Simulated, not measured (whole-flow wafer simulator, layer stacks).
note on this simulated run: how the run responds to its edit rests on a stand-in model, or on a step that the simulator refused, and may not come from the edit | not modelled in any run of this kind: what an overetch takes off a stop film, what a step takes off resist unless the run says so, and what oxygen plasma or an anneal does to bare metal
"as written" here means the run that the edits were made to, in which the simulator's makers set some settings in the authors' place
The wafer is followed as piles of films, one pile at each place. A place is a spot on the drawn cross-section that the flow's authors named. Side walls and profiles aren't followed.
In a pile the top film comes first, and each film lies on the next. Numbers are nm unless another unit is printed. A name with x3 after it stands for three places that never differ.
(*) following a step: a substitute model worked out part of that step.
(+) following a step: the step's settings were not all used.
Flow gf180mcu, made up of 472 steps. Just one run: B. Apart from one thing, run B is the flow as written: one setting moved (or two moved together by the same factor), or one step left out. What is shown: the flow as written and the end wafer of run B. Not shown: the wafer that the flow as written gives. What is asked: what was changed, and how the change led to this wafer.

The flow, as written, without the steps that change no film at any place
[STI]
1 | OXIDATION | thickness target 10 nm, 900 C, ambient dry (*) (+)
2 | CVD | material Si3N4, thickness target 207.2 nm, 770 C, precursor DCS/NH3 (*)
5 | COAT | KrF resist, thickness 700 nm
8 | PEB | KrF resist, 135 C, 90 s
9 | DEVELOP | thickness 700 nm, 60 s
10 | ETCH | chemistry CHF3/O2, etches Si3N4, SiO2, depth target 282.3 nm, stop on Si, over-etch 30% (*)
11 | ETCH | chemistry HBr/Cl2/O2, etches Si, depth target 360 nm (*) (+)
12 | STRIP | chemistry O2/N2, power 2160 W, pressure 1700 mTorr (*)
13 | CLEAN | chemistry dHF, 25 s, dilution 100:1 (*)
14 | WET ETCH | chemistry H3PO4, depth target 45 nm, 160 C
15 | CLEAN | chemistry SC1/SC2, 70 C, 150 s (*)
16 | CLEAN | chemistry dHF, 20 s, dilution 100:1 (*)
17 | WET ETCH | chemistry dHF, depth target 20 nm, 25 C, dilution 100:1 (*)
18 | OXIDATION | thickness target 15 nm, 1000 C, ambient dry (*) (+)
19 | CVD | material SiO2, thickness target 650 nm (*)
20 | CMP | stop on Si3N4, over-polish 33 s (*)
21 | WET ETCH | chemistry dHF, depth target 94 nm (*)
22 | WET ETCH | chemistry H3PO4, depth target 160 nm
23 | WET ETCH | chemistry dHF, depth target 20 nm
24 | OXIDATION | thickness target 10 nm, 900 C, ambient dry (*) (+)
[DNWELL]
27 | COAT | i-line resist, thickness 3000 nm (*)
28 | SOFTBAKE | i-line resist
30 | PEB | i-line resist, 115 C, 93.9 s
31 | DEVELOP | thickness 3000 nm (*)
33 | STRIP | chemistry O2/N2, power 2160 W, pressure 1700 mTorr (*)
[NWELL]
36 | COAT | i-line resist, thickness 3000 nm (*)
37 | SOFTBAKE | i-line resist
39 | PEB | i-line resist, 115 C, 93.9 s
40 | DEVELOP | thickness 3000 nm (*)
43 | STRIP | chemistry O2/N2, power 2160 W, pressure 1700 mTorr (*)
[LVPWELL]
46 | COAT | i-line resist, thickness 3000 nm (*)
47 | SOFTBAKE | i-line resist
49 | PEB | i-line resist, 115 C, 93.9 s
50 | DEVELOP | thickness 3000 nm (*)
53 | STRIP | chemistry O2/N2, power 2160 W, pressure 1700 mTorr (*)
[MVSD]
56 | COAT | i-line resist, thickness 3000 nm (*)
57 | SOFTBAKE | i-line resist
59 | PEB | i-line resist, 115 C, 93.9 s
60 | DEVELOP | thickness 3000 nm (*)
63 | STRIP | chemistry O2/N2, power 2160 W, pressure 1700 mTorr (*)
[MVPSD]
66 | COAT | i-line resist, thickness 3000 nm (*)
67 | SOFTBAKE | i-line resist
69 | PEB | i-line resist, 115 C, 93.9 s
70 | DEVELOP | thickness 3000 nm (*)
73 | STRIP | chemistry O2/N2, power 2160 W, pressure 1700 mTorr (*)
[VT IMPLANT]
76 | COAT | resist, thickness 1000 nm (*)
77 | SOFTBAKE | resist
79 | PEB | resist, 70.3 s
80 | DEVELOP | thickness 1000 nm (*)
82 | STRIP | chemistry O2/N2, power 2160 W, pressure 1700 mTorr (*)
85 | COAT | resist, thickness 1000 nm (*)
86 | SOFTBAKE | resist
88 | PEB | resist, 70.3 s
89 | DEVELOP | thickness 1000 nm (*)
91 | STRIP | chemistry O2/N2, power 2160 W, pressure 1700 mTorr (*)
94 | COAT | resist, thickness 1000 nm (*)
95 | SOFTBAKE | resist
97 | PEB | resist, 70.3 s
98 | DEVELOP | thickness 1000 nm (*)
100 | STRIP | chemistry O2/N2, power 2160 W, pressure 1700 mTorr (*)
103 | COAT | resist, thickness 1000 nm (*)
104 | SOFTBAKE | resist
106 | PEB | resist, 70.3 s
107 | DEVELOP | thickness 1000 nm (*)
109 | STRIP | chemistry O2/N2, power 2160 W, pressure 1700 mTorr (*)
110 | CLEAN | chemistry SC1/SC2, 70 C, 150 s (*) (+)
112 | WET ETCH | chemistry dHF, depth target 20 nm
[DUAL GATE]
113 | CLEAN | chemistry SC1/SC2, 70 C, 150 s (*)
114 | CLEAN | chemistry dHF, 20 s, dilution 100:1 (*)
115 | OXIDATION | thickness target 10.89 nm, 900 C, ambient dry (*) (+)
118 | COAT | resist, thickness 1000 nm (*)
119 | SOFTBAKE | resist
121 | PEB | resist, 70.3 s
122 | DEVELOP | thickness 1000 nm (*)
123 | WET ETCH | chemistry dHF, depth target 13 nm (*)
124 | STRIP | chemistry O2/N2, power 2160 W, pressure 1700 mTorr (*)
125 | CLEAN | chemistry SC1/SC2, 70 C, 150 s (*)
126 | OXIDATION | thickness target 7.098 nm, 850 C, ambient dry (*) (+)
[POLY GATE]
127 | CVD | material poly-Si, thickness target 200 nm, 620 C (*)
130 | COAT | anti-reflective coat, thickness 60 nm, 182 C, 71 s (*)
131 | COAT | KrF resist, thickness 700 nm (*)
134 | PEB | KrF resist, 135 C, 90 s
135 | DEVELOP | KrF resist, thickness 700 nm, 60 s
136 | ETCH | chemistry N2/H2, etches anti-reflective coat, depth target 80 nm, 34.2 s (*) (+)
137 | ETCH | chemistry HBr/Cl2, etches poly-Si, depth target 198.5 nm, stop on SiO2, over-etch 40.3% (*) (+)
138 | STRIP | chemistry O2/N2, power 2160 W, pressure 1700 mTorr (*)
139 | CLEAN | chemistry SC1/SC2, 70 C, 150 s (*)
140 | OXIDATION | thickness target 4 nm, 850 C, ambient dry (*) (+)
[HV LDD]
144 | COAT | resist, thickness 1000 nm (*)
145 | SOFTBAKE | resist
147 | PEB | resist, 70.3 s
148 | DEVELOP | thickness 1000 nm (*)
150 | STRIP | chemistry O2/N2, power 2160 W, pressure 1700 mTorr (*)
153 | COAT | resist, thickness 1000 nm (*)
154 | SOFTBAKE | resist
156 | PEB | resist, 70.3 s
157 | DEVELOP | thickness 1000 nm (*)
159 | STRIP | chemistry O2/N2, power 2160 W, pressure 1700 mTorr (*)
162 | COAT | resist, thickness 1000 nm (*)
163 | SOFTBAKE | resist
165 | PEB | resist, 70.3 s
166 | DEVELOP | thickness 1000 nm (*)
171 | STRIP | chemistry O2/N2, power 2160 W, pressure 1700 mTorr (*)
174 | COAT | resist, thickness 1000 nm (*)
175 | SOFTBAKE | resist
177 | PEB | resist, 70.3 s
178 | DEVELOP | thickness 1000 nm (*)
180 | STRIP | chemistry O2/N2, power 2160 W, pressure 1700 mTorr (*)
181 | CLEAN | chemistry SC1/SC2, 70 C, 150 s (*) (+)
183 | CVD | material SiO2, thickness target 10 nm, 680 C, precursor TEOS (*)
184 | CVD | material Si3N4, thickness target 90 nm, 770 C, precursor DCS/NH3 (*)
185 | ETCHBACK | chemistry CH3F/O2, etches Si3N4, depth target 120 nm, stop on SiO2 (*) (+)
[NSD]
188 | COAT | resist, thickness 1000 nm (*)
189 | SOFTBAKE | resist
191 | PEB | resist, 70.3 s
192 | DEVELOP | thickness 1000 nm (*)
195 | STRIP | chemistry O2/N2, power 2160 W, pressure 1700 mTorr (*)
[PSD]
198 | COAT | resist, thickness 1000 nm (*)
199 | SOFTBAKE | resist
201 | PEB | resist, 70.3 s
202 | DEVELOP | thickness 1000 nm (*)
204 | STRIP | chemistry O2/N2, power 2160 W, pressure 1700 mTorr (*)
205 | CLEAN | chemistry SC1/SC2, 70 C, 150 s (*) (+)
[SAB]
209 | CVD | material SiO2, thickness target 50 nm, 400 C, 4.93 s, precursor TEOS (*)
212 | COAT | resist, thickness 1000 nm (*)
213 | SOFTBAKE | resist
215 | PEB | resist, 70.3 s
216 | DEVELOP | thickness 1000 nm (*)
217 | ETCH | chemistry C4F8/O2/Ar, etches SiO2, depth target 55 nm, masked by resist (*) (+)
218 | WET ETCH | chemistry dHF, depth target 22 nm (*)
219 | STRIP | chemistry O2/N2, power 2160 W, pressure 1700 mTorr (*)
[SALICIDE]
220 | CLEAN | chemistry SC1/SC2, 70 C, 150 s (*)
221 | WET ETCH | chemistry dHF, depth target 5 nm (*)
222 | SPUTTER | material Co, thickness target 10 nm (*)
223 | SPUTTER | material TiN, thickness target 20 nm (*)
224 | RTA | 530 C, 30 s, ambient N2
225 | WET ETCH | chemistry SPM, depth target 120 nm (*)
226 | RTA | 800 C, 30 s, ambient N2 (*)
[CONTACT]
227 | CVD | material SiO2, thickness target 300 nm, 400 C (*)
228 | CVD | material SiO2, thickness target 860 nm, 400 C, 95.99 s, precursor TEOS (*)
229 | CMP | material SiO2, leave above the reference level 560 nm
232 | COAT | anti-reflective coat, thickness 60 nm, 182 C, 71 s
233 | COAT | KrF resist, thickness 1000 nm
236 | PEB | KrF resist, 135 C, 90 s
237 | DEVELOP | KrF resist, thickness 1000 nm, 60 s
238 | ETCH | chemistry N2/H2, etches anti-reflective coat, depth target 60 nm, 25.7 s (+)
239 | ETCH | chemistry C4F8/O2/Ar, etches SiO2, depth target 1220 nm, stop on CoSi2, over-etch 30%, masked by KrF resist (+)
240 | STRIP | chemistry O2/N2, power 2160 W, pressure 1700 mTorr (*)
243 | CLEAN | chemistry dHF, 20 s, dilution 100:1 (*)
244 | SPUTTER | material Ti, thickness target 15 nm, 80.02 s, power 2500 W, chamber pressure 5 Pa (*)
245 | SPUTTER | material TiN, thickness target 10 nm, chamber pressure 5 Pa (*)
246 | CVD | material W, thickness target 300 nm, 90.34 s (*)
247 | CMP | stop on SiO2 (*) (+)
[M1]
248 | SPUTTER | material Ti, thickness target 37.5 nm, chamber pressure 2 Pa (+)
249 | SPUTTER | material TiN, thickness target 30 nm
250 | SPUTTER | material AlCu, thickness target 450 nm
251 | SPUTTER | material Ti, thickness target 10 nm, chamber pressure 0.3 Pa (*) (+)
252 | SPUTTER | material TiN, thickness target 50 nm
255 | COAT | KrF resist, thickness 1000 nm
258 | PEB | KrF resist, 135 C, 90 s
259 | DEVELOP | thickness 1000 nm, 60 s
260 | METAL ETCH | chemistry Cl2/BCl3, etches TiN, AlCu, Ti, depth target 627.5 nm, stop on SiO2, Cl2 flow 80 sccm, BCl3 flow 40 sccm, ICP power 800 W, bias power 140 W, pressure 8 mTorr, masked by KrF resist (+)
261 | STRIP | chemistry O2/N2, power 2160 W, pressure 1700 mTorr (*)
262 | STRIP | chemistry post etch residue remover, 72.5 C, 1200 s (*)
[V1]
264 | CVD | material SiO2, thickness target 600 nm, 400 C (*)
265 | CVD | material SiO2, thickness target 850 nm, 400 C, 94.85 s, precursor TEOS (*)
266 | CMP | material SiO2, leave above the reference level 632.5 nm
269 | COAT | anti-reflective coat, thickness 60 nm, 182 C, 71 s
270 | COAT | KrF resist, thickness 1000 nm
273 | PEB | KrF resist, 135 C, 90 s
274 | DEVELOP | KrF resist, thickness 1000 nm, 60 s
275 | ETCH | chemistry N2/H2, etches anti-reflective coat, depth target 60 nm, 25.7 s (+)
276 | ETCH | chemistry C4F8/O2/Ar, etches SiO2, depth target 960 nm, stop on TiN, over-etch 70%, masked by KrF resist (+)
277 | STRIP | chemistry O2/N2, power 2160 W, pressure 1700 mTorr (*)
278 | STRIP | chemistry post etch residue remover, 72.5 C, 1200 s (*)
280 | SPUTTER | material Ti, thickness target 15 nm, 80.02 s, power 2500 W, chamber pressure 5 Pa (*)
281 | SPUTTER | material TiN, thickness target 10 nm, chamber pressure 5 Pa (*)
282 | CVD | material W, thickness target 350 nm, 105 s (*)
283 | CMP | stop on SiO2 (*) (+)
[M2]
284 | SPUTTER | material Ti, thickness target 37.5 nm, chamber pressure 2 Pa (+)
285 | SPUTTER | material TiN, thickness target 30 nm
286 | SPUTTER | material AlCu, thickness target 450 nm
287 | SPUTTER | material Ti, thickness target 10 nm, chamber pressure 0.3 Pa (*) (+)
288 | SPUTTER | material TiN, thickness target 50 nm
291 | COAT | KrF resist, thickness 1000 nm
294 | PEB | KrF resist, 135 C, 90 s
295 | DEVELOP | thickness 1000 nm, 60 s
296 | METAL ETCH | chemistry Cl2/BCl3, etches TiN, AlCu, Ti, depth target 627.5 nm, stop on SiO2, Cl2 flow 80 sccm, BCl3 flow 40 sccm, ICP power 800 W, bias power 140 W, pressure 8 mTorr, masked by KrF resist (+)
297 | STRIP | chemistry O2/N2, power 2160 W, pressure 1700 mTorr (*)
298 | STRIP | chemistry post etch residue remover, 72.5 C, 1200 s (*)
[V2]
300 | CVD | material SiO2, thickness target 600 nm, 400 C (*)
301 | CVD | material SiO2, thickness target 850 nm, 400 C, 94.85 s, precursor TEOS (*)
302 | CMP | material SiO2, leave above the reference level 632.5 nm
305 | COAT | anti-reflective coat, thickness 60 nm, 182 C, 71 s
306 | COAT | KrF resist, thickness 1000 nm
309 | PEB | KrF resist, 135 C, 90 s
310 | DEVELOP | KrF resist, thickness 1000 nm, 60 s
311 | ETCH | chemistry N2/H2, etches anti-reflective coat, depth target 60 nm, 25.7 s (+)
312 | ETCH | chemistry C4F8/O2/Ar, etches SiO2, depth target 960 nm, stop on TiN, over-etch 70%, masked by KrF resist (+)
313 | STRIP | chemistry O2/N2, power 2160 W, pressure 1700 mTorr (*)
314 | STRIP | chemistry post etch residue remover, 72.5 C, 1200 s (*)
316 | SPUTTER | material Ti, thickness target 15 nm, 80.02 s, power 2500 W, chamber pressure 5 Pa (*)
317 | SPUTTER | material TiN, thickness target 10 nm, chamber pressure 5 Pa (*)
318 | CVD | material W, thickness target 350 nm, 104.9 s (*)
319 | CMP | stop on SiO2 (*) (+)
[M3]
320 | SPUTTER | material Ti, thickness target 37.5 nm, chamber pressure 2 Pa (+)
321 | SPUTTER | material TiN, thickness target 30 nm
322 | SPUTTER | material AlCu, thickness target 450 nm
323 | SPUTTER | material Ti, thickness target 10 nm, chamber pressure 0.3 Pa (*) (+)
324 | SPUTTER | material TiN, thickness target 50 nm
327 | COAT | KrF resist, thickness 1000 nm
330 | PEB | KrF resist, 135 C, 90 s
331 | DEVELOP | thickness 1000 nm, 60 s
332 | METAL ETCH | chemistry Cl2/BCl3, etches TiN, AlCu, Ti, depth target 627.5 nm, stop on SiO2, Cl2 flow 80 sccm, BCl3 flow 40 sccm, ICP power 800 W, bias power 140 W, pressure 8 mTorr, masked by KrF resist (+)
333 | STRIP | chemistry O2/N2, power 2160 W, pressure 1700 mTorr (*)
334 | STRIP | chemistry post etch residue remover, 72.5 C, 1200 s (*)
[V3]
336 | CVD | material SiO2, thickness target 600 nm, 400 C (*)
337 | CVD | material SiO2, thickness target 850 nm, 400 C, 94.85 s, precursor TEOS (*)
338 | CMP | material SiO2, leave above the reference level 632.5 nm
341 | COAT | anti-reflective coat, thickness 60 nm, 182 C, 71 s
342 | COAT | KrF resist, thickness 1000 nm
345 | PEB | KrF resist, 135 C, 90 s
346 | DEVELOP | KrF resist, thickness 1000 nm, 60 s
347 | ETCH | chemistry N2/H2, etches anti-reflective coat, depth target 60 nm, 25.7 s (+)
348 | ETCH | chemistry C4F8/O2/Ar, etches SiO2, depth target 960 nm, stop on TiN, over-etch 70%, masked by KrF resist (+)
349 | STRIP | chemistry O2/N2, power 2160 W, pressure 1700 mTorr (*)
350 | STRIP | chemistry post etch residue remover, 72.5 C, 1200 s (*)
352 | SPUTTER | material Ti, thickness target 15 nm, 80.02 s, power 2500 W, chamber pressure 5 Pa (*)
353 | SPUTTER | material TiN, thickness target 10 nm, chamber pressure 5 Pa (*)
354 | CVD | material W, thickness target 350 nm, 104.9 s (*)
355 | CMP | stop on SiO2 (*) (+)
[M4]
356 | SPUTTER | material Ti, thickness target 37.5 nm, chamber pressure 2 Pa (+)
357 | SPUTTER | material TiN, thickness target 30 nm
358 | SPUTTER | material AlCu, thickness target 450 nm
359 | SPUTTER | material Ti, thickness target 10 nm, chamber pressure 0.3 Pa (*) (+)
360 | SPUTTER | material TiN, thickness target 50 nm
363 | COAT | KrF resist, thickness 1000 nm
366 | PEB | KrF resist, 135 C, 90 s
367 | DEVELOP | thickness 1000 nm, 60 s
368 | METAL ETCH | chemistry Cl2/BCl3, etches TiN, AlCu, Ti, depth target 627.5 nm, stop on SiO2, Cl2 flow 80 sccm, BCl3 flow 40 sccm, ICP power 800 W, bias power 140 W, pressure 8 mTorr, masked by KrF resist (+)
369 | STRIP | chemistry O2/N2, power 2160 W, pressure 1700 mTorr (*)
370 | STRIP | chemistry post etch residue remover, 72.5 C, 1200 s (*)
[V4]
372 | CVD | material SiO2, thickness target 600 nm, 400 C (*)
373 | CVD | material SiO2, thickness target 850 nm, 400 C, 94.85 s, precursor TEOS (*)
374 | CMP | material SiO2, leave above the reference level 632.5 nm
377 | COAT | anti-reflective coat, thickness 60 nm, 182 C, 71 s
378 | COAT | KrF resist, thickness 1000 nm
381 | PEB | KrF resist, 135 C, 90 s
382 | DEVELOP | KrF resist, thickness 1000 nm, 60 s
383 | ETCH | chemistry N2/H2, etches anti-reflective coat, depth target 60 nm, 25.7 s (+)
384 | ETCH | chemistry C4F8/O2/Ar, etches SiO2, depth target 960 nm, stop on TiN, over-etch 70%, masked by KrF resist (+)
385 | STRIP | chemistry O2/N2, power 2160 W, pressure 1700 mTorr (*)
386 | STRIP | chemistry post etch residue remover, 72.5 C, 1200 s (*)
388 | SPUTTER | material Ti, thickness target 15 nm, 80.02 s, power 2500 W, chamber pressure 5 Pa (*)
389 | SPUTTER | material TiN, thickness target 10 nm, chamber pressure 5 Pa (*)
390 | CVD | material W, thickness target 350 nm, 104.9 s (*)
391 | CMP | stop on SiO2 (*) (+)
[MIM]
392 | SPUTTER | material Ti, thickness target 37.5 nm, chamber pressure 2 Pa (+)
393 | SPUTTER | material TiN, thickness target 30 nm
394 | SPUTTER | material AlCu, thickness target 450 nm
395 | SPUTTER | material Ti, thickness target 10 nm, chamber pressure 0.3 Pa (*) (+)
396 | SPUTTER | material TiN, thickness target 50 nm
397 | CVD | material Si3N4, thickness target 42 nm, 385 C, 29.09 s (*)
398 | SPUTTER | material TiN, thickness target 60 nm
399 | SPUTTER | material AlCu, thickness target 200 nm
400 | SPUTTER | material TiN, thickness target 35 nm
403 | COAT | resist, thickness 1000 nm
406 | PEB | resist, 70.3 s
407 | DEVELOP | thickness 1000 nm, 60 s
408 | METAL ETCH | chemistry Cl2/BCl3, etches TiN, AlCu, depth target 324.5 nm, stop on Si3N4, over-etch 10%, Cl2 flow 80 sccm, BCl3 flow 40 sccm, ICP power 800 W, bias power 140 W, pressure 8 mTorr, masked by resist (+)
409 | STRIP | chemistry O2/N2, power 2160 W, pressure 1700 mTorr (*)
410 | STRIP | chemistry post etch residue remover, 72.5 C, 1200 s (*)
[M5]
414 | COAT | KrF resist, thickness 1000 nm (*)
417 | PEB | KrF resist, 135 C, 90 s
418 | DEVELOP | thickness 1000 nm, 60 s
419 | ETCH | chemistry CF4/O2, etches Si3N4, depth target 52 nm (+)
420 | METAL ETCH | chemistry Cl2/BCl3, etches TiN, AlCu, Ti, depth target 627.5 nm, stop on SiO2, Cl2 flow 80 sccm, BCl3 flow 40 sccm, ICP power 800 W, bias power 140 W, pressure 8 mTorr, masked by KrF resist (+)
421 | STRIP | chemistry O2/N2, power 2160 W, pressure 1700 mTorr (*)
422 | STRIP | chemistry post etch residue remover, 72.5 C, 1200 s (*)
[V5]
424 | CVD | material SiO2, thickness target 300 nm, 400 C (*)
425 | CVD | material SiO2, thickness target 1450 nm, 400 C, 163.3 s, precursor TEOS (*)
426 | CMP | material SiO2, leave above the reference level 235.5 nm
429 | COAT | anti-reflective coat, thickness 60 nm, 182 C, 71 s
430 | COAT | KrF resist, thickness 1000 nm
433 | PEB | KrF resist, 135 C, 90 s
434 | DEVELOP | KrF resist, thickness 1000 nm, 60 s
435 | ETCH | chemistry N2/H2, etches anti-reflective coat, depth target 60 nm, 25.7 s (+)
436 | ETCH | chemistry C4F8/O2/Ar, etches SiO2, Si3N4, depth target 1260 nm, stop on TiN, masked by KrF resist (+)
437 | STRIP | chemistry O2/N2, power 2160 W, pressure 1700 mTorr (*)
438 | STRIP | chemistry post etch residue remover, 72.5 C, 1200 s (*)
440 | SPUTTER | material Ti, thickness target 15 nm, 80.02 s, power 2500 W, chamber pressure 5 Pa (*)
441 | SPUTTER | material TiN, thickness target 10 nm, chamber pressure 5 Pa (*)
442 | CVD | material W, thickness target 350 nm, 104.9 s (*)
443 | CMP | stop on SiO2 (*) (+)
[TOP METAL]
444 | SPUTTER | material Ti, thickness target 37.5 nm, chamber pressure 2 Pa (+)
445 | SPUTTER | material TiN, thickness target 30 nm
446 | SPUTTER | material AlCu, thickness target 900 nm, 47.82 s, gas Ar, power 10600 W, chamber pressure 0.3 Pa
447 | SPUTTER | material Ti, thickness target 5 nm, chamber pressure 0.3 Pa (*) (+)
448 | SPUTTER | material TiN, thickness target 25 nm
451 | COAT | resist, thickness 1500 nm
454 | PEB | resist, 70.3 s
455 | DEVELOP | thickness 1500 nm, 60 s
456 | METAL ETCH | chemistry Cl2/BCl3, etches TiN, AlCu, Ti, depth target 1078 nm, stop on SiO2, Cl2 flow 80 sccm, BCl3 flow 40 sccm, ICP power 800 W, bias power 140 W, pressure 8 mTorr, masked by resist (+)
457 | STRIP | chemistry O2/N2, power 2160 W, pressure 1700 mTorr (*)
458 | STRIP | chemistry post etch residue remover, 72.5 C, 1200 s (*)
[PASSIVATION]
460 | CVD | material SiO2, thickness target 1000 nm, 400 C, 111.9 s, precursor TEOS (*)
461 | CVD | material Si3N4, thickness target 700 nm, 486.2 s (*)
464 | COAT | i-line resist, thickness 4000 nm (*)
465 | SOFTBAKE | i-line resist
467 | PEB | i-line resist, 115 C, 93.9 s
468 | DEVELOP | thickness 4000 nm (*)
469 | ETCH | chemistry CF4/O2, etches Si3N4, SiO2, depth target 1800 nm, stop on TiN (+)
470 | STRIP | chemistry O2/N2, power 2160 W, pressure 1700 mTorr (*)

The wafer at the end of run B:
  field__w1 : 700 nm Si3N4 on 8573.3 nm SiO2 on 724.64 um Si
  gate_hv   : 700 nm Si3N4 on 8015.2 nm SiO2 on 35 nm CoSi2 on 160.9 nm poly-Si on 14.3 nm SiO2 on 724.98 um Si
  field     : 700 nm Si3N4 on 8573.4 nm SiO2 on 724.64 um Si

What caused this: step 338, CMP: leave above the reference level 980.4 nm was run, whereas the flow has leave above the reference level 632.5 nm.

Step by step, how the change led to this:
  338 | CMP | material SiO2, leave above the reference level 632.5 nm
      field, field__w1, field__w2 and 103 more: nothing (in the flow as written it would be: -300 SiO2)
      field__w8, contact, m1, m1__w1, m1_nw: -529.2 SiO2 (in the flow as written it would be: -877.1 SiO2)
  341 | COAT | anti-reflective coat, thickness 60 nm, 182 C, 71 s
      field: +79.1 anti-reflective coat (new film) (in the flow as written it would be: +60 anti-reflective coat (new film))
      field__w8: +33.4 anti-reflective coat (new film) (in the flow as written it would be: +60 anti-reflective coat (new film))
      (and at 11 other places as well)
  347 | ETCH | chemistry N2/H2, etches anti-reflective coat, depth target 60 nm, 25.7 s (+)
      contact: -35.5 anti-reflective coat (all of it), -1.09 SiO2 (in the flow as written it would be: -60 anti-reflective coat (all of it), -0.46 SiO2)
  348 | ETCH | chemistry C4F8/O2/Ar, etches SiO2, depth target 960 nm, stop on TiN, over-etch 70%, masked by KrF resist (+)
      contact: -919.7 SiO2 (all of it) (in the flow as written it would be: -572.5 SiO2 (all of it))
  349 | STRIP | chemistry O2/N2, power 2160 W, pressure 1700 mTorr (*)
      field: -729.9 KrF resist (all of it), -79.1 anti-reflective coat (all of it) (in the flow as written it would be: -739.2 KrF resist (all of it), -60 anti-reflective coat (all of it))
      field__w8: -734.4 KrF resist (all of it), -33.4 anti-reflective coat (all of it) (in the flow as written it would be: -739.2 KrF resist (all of it), -60 anti-reflective coat (all of it))
      (and at 11 other places as well)
  352 | SPUTTER | material Ti, thickness target 15 nm, 80.02 s, power 2500 W, chamber pressure 5 Pa (*)
      contact: +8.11 Ti (new film) (in the flow as written it would be: +9.65 Ti (new film))
  353 | SPUTTER | material TiN, thickness target 10 nm, chamber pressure 5 Pa (*)
      contact: +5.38 TiN (new film) (in the flow as written it would be: +6.4 TiN (new film))
  354 | CVD | material W, thickness target 350 nm, 104.9 s (*)
      contact: +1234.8 W (new film) (in the flow as written it would be: +932.3 W (new film))
  355 | CMP | stop on SiO2 (*) (+)
      field__w8, m1, m1__w1, m1_nw: -350 W (all of it), -10 TiN (all of it), -15 Ti (all of it), -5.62 SiO2 (in the flow as written it would be: -350 W (all of it), -10 TiN (all of it), -15 Ti (all of it), -3.78 SiO2)
  363 | COAT | KrF resist, thickness 1000 nm
      field__w8: +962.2 KrF resist (new film) (in the flow as written it would be: +1000 KrF resist (new film))
      m1: +961.6 KrF resist (new film) (in the flow as written it would be: +1000 KrF resist (new film))
      (and at 2 other places as well)
  369 | STRIP | chemistry O2/N2, power 2160 W, pressure 1700 mTorr (*)
      field__w8: -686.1 KrF resist (all of it) (in the flow as written it would be: -723.5 KrF resist (all of it))
      m1: -685.5 KrF resist (all of it) (in the flow as written it would be: -723.5 KrF resist (all of it))
      (and at 2 other places as well)
  374 | CMP | material SiO2, leave above the reference level 632.5 nm
      field, field__w1, field__w2 and 103 more: -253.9 SiO2 (in the flow as written it would be: -300 SiO2)
      contact: -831 SiO2 (in the flow as written it would be: -877.1 SiO2)
  384 | ETCH | chemistry C4F8/O2/Ar, etches SiO2, depth target 960 nm, stop on TiN, over-etch 70%, masked by KrF resist (+)
      contact: -618.5 SiO2 (all of it) (in the flow as written it would be: -572.5 SiO2 (all of it))
  390 | CVD | material W, thickness target 350 nm, 104.9 s (*)
      contact: +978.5 W (new film) (in the flow as written it would be: +932.3 W (new film))
